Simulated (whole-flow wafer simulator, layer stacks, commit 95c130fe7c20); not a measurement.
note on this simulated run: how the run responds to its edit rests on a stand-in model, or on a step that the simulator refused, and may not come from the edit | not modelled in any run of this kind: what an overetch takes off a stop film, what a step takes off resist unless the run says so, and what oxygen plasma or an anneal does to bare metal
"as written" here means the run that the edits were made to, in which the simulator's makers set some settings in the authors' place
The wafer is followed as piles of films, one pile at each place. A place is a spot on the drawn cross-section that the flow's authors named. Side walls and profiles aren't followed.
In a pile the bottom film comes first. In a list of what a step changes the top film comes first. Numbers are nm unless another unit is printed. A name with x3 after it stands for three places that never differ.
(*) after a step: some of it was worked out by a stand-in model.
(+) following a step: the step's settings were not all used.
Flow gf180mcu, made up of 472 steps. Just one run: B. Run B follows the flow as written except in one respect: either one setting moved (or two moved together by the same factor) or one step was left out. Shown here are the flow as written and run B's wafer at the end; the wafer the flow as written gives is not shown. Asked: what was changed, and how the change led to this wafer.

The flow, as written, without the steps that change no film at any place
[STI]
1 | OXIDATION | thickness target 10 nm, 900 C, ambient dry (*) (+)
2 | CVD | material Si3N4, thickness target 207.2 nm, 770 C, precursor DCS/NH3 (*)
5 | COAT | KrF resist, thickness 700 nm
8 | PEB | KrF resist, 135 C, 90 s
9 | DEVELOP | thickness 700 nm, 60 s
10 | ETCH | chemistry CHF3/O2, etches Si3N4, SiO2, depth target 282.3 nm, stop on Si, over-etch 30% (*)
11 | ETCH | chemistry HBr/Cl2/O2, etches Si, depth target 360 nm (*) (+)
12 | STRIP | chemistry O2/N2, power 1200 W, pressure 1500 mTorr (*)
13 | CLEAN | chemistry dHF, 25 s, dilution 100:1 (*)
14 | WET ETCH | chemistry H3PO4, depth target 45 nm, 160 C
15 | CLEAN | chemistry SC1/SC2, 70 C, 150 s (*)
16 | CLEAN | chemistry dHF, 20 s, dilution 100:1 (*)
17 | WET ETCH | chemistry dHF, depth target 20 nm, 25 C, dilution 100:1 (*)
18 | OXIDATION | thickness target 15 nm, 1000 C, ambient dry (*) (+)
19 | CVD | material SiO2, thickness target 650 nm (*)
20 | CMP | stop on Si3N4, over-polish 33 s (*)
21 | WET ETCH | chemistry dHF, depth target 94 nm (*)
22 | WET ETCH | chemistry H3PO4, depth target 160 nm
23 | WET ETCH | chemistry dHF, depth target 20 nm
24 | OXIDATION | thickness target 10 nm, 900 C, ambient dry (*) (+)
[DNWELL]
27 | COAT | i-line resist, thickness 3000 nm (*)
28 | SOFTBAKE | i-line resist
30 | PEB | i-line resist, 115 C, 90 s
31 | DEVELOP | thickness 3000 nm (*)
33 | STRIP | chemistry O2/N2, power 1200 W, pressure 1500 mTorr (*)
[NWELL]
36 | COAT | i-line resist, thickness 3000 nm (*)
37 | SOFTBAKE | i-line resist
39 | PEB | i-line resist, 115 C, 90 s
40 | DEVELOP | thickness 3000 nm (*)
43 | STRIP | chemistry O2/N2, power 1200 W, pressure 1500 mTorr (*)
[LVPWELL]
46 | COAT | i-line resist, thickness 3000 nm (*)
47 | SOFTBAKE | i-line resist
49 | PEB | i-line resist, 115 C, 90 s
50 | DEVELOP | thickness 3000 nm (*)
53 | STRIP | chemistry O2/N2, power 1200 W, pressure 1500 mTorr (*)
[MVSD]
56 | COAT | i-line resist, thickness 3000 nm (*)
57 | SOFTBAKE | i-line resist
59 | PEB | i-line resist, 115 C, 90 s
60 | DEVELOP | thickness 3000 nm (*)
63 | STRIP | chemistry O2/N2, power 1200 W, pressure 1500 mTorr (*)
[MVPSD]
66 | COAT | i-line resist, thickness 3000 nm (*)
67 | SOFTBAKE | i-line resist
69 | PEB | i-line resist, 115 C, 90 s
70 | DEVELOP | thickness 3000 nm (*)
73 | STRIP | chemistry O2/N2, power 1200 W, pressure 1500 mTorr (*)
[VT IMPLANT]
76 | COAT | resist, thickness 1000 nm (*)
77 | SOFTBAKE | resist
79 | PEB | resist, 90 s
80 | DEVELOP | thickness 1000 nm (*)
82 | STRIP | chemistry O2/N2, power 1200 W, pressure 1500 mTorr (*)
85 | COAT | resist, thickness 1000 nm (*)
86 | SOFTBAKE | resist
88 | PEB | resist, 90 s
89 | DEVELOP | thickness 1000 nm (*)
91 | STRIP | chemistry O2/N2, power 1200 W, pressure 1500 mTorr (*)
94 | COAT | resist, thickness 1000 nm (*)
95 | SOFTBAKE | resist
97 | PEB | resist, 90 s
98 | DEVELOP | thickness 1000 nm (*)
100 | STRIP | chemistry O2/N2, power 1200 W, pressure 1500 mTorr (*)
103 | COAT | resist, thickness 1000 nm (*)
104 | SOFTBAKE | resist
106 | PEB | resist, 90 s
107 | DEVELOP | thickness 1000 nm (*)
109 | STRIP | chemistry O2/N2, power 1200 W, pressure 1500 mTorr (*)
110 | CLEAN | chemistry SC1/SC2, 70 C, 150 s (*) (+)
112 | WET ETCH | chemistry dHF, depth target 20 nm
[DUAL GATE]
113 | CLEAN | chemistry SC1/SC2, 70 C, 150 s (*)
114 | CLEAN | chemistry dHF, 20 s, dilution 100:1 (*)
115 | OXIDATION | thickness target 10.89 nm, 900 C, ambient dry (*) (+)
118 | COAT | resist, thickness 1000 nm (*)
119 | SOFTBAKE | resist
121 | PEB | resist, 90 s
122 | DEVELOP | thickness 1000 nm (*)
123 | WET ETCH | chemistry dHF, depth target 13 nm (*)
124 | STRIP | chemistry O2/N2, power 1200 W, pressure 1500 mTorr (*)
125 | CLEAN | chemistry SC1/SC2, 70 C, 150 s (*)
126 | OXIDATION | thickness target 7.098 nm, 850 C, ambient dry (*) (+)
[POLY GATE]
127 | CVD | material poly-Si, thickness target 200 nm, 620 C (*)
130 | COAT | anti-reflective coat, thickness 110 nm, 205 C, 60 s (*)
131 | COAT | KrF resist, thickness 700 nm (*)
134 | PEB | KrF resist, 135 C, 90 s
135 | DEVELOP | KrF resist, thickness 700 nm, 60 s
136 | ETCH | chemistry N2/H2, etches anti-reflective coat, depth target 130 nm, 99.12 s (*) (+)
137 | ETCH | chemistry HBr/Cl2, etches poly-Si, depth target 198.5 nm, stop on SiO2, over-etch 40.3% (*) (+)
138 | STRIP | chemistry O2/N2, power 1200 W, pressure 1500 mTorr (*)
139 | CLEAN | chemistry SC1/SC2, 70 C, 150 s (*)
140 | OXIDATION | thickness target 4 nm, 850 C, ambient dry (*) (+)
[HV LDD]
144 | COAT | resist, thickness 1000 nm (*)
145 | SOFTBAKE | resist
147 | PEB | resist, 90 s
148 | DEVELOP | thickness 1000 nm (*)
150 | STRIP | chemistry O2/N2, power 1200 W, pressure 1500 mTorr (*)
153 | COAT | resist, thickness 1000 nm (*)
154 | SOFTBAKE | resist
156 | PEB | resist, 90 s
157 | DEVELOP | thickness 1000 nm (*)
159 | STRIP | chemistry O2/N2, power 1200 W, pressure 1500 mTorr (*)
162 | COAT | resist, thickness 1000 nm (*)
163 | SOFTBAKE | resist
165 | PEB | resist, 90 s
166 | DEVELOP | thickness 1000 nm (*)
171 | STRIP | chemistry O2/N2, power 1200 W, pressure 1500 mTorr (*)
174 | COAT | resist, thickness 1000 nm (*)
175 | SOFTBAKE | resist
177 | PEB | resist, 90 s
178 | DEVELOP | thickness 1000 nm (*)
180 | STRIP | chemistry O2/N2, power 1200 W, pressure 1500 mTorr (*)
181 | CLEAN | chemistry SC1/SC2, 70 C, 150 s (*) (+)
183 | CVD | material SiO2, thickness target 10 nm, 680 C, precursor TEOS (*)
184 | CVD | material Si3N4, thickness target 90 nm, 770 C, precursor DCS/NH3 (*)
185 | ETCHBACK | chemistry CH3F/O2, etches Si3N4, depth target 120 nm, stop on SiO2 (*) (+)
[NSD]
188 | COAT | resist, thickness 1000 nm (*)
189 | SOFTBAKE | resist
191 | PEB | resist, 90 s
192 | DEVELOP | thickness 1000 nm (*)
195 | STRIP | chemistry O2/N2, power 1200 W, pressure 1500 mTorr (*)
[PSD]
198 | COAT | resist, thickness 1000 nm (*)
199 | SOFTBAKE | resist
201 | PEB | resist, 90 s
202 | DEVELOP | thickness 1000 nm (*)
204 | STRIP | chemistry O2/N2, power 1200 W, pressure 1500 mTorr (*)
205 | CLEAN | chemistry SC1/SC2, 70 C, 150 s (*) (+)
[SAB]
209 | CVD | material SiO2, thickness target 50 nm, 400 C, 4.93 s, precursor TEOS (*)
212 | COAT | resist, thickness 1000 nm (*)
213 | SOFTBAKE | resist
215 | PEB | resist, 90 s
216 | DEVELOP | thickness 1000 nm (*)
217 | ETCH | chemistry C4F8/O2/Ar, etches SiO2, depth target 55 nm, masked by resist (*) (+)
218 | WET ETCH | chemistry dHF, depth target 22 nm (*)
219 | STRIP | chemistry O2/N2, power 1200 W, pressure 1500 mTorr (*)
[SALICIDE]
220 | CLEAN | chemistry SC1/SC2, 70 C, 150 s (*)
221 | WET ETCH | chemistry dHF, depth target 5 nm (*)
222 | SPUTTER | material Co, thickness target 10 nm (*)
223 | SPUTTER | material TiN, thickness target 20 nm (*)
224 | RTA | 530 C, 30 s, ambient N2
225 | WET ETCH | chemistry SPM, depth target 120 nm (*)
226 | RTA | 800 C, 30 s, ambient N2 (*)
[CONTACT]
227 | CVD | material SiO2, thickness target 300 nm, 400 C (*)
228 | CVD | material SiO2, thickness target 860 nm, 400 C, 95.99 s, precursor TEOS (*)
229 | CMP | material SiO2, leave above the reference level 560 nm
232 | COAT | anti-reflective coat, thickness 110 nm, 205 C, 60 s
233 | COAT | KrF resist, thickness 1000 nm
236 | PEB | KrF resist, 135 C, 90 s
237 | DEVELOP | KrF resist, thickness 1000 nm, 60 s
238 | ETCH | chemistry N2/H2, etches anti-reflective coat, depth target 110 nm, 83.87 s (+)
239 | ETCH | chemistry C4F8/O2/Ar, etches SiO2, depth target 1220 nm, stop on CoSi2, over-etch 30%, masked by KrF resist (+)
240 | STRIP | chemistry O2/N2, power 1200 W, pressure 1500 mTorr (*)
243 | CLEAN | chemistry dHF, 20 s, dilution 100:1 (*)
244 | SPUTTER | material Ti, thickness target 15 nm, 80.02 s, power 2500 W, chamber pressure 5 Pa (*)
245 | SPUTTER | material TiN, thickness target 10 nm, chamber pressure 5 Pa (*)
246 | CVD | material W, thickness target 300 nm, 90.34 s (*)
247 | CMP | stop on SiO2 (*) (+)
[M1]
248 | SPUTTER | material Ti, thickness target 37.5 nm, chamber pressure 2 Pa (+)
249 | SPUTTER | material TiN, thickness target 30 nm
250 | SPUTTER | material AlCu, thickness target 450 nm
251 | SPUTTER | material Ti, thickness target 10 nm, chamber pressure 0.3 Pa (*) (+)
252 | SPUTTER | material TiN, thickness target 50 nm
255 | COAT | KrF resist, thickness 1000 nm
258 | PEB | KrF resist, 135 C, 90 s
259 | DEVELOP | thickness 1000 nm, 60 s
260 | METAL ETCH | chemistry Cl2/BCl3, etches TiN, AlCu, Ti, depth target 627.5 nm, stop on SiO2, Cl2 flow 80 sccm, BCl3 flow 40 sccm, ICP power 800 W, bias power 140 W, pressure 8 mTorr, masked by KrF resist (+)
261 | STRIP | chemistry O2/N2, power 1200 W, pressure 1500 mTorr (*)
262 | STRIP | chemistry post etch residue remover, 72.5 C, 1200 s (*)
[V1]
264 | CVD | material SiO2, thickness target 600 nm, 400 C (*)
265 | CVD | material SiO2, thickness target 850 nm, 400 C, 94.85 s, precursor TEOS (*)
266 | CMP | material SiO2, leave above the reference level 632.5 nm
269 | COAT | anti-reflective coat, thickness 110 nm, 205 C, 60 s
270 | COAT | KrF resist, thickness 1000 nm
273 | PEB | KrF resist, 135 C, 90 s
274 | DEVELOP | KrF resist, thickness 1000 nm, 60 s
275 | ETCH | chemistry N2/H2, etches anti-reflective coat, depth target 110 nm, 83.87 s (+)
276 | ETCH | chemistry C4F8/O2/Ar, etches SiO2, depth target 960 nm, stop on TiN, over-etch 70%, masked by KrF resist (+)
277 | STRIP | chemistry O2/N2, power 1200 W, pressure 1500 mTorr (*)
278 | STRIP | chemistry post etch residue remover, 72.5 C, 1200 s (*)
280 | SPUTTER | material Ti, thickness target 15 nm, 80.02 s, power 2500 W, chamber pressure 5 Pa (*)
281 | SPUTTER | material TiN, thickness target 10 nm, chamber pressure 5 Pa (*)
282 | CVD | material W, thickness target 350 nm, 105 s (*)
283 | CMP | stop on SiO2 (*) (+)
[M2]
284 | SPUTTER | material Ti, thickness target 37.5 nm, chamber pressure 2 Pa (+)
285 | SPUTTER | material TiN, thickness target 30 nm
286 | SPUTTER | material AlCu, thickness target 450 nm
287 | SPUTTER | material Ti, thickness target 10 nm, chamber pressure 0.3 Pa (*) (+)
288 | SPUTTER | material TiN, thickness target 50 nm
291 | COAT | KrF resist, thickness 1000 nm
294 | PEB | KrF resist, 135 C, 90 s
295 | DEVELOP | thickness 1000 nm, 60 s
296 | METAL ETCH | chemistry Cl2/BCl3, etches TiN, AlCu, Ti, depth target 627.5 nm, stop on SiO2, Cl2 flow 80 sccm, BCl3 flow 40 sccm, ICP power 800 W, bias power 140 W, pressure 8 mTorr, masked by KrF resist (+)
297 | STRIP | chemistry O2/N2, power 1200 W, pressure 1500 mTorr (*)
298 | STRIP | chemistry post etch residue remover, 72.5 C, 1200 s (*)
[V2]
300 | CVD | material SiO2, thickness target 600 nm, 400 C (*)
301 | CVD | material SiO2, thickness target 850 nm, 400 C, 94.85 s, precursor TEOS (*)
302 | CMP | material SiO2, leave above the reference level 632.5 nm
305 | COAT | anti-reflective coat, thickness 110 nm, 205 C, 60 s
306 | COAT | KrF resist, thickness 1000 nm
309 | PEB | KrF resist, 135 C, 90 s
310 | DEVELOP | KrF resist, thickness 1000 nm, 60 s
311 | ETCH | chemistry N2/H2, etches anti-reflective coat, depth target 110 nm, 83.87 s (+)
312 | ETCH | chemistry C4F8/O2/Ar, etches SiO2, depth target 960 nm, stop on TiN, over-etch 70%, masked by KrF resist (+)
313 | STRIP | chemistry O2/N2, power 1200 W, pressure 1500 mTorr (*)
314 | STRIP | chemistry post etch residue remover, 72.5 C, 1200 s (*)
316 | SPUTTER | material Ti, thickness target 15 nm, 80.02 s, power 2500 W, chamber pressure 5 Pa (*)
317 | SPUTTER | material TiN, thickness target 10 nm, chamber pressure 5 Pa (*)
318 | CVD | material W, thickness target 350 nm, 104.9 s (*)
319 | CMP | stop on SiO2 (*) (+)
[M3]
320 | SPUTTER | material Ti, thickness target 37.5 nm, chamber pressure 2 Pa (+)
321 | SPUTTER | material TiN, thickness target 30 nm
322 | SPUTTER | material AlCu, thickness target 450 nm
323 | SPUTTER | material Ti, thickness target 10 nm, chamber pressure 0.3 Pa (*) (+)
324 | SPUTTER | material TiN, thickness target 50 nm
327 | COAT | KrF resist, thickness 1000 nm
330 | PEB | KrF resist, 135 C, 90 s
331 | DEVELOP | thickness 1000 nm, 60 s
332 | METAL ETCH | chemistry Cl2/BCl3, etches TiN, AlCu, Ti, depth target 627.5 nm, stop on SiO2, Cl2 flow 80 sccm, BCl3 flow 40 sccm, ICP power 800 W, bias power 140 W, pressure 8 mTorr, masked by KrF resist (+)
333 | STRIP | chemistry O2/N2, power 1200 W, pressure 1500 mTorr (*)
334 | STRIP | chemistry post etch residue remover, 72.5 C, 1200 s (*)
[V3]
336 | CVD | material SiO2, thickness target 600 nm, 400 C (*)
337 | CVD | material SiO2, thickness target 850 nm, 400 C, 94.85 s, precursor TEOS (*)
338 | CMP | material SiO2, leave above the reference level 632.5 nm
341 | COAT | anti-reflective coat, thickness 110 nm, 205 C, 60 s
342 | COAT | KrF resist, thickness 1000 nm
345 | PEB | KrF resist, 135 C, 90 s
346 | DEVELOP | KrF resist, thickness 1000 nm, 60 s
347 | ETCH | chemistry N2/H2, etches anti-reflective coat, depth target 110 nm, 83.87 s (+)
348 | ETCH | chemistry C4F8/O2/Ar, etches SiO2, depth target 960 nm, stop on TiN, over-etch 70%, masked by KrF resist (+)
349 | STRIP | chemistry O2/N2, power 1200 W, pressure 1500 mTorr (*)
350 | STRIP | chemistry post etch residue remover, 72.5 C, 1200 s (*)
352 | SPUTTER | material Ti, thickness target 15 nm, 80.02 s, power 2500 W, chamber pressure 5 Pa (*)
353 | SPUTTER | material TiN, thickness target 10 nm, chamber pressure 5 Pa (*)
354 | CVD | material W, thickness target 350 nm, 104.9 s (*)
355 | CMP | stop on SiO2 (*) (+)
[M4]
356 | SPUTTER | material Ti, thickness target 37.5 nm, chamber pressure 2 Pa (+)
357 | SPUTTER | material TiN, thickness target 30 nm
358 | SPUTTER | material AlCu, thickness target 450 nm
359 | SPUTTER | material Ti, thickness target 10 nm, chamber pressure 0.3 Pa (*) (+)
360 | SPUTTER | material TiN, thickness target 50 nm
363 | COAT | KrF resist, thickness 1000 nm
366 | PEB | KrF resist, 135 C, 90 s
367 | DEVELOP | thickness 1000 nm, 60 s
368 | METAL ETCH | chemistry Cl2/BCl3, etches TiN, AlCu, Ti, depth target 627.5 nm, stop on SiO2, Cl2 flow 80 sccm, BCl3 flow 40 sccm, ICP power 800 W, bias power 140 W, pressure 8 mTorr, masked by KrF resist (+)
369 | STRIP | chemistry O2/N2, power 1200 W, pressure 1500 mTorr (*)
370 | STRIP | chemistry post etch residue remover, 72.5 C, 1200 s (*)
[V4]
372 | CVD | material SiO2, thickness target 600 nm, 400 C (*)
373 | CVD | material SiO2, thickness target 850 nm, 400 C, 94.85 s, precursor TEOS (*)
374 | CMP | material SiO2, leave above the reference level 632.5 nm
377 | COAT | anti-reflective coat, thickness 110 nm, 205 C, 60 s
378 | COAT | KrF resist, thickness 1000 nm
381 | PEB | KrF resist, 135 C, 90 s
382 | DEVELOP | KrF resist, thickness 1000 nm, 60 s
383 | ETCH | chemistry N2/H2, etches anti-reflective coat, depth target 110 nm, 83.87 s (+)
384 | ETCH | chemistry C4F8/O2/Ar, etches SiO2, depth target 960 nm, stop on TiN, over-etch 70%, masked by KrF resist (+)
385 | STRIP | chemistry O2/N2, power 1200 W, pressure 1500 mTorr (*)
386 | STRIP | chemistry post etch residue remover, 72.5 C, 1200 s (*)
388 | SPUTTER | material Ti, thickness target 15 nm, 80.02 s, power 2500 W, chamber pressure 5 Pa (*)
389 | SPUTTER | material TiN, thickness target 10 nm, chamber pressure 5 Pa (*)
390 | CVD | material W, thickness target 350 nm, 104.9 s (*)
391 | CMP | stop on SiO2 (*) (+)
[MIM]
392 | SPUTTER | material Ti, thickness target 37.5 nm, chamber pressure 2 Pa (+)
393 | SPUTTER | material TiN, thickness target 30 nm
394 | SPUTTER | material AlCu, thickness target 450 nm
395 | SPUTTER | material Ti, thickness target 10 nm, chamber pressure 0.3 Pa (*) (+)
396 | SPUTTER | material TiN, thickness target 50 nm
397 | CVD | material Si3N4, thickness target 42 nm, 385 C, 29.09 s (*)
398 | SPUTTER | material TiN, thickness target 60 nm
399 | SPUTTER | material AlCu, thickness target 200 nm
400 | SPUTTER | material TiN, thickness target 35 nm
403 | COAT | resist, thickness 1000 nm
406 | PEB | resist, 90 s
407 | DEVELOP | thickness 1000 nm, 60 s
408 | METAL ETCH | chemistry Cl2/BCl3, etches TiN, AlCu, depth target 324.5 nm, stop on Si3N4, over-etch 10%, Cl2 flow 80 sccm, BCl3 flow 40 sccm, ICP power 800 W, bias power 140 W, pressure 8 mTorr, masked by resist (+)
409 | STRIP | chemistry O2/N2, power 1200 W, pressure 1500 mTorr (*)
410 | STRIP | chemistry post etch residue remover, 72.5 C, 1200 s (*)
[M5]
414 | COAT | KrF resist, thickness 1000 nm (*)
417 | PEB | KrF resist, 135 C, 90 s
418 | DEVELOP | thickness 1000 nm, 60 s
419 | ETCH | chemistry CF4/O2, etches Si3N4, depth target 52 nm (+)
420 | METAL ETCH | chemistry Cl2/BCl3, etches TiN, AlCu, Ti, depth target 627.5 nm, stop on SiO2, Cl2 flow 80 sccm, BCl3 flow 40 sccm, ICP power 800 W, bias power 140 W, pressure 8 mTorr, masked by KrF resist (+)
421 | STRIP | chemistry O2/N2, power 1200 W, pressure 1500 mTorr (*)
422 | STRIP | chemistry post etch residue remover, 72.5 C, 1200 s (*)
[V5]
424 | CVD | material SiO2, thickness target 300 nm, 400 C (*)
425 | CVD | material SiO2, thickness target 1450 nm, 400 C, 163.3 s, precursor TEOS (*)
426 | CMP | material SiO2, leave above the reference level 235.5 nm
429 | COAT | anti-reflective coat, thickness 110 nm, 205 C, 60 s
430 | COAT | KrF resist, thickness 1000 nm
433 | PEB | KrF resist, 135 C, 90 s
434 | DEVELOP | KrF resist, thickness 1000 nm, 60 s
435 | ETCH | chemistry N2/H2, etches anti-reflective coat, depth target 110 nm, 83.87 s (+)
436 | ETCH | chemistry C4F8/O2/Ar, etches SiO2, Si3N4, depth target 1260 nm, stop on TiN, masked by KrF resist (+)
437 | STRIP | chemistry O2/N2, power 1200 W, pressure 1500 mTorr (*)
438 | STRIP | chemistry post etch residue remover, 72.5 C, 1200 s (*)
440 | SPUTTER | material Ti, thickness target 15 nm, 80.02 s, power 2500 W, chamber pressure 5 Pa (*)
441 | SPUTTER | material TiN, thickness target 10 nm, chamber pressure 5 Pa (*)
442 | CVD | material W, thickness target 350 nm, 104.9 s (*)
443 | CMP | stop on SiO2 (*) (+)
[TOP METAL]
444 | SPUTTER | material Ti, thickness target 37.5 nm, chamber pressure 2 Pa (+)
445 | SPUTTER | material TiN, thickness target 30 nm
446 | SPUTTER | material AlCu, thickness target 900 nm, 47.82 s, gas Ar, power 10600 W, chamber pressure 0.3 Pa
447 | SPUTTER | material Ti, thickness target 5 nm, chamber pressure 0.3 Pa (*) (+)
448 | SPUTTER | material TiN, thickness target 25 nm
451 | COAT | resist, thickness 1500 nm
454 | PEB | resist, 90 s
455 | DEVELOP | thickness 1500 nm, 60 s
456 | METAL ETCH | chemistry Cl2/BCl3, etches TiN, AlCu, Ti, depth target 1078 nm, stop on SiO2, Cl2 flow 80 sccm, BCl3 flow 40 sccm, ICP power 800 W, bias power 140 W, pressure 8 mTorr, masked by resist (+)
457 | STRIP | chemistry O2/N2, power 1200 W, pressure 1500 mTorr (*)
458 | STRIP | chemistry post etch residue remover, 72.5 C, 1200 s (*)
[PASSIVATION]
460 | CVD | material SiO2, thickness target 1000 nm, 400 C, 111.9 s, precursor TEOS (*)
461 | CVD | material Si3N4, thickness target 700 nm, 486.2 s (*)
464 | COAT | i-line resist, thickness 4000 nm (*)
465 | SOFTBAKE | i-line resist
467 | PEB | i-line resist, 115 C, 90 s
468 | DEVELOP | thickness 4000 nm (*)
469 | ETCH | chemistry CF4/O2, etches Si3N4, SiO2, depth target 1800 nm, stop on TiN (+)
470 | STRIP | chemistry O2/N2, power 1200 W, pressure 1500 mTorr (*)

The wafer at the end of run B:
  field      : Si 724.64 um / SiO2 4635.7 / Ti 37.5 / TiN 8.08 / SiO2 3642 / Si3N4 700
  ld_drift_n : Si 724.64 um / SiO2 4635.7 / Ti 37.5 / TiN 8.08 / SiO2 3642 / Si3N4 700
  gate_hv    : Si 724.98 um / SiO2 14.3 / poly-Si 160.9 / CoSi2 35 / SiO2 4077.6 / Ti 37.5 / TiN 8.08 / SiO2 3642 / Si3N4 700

What caused this: step 357, SPUTTER: thickness target 36 nm was run, while the flow as written has thickness target 30 nm; step 358, SPUTTER: thickness target 540 nm was run, where the flow has thickness target 450 nm.

The path from the change to this, step by step:
  357 | SPUTTER | material TiN, thickness target 30 nm
      field, field__w1, field__w2 and 108 more: TiN gains 36 (new film) (in the flow as written it would be: TiN gains 30 (new film))
  358 | SPUTTER | material AlCu, thickness target 450 nm
      field, field__w1, field__w2 and 108 more: AlCu gains 540 (new film) (in the flow as written it would be: AlCu gains 450 (new film))
  368 | METAL ETCH | chemistry Cl2/BCl3, etches TiN, AlCu, Ti, depth target 627.5 nm, stop on SiO2, Cl2 flow 80 sccm, BCl3 flow 40 sccm, ICP power 800 W, bias power 140 W, pressure 8 mTorr, masked by KrF resist (+)
      field, field__w1, field__w2 and 103 more: TiN loses 50 (all of it), Ti loses 10 (all of it), AlCu loses 540 (all of it), TiN loses 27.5 (in the flow as written it would be: TiN loses 50 (all of it), Ti loses 10 (all of it), AlCu loses 450 (all of it), TiN loses 30 (all of it), Ti loses 37.5 (all of it))
  372 | CVD | material SiO2, thickness target 600 nm, 400 C (*)
      field, field__w1, field__w2 and 103 more: SiO2 gains 600 (new film) (in the flow as written it would be: SiO2 gains 600)
  374 | CMP | material SiO2, leave above the reference level 632.5 nm
      field, field__w1, field__w2 and 103 more: SiO2 loses 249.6 (in the flow as written it would be: SiO2 loses 300)
With metal films that touch counted as one body, field has 1 body; the flow as written gives 0 bodies.
With metal films that touch counted as one body, ld_drift_n has 1 body; the flow as written gives 0 bodies.
With metal films that touch counted as one body, gate_hv has 2 bodies (between them, from the top down: SiO2 4077.6); the flow as written gives 1 body.
